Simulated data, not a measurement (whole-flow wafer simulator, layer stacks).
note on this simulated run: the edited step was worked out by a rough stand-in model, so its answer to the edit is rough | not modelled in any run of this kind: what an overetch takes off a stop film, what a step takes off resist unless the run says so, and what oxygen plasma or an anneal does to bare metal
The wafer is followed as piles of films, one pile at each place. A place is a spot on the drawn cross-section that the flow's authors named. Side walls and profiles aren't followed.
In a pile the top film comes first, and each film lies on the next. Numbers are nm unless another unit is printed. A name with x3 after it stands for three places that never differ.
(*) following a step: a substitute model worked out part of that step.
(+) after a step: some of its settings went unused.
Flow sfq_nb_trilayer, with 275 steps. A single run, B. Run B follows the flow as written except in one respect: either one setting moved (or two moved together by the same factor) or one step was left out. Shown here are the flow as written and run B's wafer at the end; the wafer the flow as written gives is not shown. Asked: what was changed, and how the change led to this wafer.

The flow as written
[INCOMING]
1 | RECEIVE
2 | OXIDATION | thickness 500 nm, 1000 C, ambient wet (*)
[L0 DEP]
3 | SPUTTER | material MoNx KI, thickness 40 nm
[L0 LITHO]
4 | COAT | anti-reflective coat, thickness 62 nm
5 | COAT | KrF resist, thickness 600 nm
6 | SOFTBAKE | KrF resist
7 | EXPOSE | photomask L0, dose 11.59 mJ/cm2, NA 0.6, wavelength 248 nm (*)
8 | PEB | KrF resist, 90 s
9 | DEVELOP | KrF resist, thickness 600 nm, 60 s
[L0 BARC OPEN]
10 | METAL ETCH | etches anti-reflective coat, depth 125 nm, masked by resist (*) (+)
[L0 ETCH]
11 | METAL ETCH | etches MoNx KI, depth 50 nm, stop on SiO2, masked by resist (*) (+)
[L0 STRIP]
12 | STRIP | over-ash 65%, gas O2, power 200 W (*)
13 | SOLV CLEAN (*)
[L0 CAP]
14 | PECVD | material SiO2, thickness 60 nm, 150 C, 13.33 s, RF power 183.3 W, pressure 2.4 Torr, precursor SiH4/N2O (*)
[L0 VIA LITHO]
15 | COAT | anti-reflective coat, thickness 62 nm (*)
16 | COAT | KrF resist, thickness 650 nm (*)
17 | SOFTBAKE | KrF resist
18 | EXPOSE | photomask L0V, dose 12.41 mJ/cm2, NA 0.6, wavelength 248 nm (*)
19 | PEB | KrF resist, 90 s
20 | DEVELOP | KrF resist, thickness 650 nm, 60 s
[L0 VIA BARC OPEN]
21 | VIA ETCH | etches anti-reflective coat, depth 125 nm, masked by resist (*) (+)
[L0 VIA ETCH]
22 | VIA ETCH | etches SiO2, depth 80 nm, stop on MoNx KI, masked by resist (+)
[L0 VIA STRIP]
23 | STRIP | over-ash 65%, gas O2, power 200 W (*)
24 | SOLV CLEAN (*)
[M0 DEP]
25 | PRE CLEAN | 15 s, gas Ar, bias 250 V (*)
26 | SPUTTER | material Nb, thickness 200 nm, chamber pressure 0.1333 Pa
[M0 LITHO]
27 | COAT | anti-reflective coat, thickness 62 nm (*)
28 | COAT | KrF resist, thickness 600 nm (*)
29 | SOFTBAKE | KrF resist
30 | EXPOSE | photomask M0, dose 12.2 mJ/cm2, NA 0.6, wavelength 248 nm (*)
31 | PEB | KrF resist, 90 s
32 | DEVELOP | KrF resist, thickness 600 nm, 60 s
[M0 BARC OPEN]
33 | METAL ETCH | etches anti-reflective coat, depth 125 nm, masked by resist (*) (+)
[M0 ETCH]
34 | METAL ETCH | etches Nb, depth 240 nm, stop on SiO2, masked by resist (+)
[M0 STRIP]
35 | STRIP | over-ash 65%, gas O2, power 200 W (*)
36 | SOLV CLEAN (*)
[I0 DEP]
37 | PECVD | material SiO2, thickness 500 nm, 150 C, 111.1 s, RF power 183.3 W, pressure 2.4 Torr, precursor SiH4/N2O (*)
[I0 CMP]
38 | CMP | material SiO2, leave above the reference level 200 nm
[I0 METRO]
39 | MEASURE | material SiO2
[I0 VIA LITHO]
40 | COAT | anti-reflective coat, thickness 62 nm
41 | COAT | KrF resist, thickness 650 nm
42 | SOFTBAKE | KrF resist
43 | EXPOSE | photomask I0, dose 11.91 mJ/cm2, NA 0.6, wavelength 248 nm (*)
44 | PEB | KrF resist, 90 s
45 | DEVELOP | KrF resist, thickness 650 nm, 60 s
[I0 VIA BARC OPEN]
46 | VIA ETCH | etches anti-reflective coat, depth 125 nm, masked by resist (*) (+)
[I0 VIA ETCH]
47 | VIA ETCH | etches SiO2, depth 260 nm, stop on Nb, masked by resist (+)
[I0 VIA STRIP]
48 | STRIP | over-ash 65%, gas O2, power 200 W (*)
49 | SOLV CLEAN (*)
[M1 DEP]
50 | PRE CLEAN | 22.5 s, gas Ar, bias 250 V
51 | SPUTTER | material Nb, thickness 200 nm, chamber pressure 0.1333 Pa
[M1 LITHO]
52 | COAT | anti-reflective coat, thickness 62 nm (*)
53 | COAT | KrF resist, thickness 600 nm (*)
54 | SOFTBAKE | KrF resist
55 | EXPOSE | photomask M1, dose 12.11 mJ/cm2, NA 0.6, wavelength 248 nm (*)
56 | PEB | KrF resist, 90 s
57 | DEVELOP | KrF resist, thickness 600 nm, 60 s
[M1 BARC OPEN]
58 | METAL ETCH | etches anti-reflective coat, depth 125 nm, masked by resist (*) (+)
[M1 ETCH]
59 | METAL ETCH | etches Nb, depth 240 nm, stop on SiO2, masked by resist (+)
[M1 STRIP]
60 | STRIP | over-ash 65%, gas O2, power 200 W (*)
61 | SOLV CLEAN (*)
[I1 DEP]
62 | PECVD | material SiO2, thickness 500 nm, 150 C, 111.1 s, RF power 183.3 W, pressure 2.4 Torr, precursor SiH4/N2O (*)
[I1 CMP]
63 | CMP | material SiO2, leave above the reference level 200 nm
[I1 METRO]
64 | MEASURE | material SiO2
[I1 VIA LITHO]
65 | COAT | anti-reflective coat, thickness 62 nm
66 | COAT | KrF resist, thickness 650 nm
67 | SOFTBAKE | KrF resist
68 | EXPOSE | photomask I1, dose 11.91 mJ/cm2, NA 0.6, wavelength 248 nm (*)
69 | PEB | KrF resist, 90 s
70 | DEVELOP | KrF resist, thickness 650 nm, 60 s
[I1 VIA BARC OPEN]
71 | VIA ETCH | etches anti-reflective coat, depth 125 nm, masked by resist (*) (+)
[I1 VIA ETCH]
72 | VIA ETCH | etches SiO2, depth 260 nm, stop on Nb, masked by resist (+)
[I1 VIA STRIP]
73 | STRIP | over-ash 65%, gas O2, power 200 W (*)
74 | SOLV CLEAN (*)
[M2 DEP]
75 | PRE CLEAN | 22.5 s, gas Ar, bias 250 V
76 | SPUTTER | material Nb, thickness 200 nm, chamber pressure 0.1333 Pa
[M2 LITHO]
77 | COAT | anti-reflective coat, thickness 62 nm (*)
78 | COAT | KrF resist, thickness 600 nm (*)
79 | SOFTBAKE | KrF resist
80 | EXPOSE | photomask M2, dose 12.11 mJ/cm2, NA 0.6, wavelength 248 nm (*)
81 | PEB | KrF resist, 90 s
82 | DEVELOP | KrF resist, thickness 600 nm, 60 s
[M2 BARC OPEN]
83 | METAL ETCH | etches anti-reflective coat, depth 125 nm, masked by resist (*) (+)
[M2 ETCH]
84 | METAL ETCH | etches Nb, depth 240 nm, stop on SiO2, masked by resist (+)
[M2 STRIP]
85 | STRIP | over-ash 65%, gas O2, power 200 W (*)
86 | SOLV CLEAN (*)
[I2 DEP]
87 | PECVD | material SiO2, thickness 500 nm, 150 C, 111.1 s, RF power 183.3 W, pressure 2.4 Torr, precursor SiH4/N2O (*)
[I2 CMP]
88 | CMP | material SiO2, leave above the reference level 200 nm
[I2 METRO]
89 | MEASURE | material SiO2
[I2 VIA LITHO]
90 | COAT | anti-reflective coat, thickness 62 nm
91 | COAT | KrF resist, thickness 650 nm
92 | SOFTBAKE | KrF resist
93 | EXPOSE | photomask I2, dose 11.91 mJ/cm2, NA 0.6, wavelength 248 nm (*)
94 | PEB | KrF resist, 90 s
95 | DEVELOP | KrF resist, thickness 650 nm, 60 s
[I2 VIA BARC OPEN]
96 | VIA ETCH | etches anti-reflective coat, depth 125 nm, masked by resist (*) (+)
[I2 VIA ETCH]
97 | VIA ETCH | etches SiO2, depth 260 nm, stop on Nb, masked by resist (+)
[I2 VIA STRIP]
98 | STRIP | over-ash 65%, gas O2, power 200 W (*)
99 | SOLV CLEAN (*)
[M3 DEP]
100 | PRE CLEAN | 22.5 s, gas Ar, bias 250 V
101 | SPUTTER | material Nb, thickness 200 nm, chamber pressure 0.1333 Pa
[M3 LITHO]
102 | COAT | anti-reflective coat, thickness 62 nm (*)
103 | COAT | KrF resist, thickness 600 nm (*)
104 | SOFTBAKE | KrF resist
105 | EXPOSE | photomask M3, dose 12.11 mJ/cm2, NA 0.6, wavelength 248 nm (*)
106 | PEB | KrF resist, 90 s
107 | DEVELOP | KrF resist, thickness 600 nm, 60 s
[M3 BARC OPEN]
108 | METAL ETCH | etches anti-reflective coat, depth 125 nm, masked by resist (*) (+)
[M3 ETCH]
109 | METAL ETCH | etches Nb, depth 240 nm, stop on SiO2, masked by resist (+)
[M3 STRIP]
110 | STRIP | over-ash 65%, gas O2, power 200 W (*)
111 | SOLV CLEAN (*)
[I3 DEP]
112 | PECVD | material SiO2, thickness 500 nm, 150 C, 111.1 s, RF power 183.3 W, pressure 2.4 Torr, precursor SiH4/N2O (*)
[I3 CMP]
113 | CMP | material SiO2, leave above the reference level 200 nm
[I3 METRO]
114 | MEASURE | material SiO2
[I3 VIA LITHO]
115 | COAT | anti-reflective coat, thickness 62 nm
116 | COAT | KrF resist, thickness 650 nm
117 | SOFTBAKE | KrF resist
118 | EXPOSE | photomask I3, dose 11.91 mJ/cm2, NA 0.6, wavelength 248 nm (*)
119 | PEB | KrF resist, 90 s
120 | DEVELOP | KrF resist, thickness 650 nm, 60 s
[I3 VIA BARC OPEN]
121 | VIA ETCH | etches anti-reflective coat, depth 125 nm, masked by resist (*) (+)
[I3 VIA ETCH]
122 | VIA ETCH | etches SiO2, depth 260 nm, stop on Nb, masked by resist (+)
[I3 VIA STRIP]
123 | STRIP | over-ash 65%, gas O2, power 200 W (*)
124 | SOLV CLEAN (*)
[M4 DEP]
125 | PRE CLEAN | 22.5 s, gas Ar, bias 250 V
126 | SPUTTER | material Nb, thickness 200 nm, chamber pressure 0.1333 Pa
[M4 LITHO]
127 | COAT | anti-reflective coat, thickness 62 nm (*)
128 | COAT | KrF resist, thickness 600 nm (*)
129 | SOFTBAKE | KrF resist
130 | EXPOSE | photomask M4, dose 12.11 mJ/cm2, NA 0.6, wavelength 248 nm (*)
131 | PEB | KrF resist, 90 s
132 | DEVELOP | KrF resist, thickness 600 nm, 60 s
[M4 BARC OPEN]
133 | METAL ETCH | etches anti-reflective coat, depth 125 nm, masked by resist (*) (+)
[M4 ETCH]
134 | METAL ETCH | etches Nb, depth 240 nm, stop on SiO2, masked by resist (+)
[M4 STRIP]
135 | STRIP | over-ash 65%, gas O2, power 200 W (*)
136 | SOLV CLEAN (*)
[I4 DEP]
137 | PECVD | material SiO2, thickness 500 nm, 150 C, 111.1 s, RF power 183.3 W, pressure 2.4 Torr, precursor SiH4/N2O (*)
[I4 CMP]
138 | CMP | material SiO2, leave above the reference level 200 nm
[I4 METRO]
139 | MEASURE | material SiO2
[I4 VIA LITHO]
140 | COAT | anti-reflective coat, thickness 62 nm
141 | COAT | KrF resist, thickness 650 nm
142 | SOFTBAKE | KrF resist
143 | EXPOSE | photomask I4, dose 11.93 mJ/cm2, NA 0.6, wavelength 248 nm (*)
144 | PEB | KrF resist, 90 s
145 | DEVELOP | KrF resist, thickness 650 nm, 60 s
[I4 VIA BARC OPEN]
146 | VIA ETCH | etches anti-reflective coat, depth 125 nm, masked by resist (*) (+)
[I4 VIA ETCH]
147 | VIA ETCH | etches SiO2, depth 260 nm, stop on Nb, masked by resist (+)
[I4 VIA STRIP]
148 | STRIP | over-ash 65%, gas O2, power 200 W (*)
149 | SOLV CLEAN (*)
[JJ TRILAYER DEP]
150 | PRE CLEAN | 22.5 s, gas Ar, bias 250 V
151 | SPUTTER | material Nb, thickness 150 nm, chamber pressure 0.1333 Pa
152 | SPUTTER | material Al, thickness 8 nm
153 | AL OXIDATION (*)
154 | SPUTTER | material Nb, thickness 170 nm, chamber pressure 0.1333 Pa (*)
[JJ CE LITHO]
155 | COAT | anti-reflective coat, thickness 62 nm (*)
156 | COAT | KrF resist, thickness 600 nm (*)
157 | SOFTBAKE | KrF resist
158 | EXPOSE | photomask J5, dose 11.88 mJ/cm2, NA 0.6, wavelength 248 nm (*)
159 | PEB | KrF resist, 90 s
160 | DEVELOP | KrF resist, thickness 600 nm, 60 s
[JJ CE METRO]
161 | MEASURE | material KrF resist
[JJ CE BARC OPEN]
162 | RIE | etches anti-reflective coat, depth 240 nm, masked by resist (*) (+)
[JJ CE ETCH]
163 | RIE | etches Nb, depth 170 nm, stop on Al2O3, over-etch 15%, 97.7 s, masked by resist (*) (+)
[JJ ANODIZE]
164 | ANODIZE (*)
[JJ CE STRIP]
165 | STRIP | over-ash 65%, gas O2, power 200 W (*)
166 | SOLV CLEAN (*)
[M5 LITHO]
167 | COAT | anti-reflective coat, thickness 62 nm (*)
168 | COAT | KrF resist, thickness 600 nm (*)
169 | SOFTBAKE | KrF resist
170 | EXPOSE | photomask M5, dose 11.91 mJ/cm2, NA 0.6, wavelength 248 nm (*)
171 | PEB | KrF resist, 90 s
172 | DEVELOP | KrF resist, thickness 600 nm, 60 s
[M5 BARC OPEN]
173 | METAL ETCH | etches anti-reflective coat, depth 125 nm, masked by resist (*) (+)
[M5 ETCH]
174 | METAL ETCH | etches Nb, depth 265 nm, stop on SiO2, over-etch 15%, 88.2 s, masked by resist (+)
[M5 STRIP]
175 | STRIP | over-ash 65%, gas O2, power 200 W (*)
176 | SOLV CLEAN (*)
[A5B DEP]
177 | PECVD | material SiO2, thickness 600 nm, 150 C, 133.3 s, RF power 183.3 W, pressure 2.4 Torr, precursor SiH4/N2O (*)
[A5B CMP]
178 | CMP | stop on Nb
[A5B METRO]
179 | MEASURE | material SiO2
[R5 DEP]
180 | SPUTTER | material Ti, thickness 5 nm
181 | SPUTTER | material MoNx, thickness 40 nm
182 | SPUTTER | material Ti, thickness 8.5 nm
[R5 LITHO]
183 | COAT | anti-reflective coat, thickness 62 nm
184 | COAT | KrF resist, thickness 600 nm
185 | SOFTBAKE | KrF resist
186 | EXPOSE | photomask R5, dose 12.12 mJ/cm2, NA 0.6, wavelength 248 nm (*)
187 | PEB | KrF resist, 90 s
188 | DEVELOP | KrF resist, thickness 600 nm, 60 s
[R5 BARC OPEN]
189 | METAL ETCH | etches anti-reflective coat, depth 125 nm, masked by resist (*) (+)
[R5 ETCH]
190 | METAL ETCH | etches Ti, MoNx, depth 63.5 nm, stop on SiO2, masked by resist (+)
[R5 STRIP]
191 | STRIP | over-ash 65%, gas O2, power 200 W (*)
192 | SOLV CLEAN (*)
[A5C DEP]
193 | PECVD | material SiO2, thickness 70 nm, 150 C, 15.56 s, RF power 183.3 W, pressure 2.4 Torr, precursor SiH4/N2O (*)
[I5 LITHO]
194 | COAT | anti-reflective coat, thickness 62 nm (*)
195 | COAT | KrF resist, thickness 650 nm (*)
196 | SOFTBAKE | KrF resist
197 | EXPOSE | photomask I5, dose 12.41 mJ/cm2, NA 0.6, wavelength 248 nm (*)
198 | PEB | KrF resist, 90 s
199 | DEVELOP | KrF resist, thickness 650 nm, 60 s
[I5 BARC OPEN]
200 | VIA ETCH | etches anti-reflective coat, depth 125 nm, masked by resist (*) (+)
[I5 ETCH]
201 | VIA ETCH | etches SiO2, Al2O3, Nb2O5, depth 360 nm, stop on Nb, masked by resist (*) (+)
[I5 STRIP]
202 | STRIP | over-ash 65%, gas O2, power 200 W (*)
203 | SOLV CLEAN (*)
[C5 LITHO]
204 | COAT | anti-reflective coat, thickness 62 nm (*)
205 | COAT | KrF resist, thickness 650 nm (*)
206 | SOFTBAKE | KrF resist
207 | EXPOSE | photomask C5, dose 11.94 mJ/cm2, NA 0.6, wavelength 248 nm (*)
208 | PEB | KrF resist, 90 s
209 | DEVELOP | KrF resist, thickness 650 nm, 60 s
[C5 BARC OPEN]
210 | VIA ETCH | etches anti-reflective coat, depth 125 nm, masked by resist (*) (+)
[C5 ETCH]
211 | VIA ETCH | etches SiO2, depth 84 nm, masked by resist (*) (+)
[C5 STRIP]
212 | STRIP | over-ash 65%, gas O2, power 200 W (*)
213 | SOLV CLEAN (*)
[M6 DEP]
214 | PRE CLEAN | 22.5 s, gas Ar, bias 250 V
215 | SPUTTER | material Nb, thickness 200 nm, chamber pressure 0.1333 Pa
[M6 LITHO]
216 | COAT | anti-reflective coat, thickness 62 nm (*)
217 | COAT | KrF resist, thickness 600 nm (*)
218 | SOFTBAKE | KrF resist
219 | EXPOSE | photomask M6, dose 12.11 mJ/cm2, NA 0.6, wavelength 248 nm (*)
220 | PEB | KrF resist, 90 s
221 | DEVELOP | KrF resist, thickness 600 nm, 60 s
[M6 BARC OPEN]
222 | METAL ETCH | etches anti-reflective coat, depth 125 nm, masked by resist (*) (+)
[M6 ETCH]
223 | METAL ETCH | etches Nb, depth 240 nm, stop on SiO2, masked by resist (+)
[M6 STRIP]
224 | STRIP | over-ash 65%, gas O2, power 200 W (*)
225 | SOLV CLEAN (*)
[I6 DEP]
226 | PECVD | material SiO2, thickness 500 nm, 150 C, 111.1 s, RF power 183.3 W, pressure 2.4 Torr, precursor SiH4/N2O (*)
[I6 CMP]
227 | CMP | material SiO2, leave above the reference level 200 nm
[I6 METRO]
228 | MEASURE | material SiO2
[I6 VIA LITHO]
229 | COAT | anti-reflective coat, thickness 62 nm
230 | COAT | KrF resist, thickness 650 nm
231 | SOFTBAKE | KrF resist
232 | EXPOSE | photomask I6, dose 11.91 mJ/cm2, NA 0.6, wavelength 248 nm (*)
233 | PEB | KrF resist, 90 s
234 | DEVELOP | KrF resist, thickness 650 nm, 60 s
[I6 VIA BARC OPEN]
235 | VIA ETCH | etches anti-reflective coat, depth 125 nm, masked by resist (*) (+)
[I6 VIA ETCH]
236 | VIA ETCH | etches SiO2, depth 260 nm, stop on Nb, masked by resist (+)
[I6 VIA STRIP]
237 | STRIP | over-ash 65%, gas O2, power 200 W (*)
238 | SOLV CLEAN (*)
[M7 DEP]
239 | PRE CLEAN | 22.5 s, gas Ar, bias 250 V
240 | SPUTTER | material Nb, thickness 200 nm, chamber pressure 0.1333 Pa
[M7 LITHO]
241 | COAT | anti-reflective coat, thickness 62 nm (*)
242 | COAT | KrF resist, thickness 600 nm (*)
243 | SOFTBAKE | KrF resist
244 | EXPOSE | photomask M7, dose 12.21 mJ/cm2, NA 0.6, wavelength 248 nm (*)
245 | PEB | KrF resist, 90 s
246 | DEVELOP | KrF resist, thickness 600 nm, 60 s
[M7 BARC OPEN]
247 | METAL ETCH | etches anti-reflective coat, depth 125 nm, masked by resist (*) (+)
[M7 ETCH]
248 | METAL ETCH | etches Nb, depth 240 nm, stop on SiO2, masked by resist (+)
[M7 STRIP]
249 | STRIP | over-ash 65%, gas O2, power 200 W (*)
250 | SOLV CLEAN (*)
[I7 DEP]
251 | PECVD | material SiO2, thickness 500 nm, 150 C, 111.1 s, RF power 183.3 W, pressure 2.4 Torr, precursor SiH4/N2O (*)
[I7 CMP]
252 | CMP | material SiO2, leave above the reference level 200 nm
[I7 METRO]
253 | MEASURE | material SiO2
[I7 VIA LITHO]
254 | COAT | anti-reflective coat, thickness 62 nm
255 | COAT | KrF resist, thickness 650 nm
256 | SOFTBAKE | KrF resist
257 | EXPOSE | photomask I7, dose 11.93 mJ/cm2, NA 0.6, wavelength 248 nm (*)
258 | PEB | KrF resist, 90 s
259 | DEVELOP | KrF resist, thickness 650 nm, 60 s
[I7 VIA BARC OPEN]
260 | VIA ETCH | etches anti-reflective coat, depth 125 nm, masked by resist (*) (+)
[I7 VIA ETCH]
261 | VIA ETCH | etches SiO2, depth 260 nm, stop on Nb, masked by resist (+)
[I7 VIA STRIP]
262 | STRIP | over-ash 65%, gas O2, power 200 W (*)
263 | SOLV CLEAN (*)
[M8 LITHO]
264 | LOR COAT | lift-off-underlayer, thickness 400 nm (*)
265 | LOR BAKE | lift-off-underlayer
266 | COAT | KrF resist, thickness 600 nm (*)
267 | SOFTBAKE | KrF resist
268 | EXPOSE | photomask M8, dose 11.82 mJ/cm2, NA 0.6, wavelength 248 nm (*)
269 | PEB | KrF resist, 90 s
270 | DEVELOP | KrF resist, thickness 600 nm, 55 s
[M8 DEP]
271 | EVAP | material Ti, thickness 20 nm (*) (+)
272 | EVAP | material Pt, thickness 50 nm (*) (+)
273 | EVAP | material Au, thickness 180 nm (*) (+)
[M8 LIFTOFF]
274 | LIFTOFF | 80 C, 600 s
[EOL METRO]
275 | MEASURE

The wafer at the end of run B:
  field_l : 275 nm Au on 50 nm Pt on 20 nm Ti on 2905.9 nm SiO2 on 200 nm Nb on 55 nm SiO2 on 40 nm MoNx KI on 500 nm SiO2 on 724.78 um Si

What caused this: step 273, EVAP: thickness 275 nm was run, whereas the flow has thickness 180 nm.
One can read it off the wafer: field_l has Au 275, and step 273 as written asks for 180 nm.

Step by step, how the change led to this:
  273 | EVAP | material Au, thickness 180 nm (*) (+)
      field_l, v_sur, via_wl and 103 more: Au gains 275 (new film) (it would be, as written: Au gains 180 (new film))
  274 | LIFTOFF | 80 C, 600 s
      p4_fl, p4_fm, p4_w1 and 71 more: Au loses 275 (all of it), Pt loses 50 (all of it), Ti loses 20 (all of it), KrF resist loses 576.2 (all of it), lift-off-underlayer loses 400 (all of it) (it would be, as written: Au loses 180 (all of it), Pt loses 50 (all of it), Ti loses 20 (all of it), KrF resist loses 576.2 (all of it), lift-off-underlayer loses 400 (all of it))
      c5j, ce_r: Au loses 275 (all of it), Pt loses 50 (all of it), Ti loses 20 (all of it), KrF resist loses 573.3 (all of it), lift-off-underlayer loses 399.3 (all of it) (it would be, as written: Au loses 180 (all of it), Pt loses 50 (all of it), Ti loses 20 (all of it), KrF resist loses 573.3 (all of it), lift-off-underlayer loses 399.3 (all of it))
      (and at 19 other places as well)
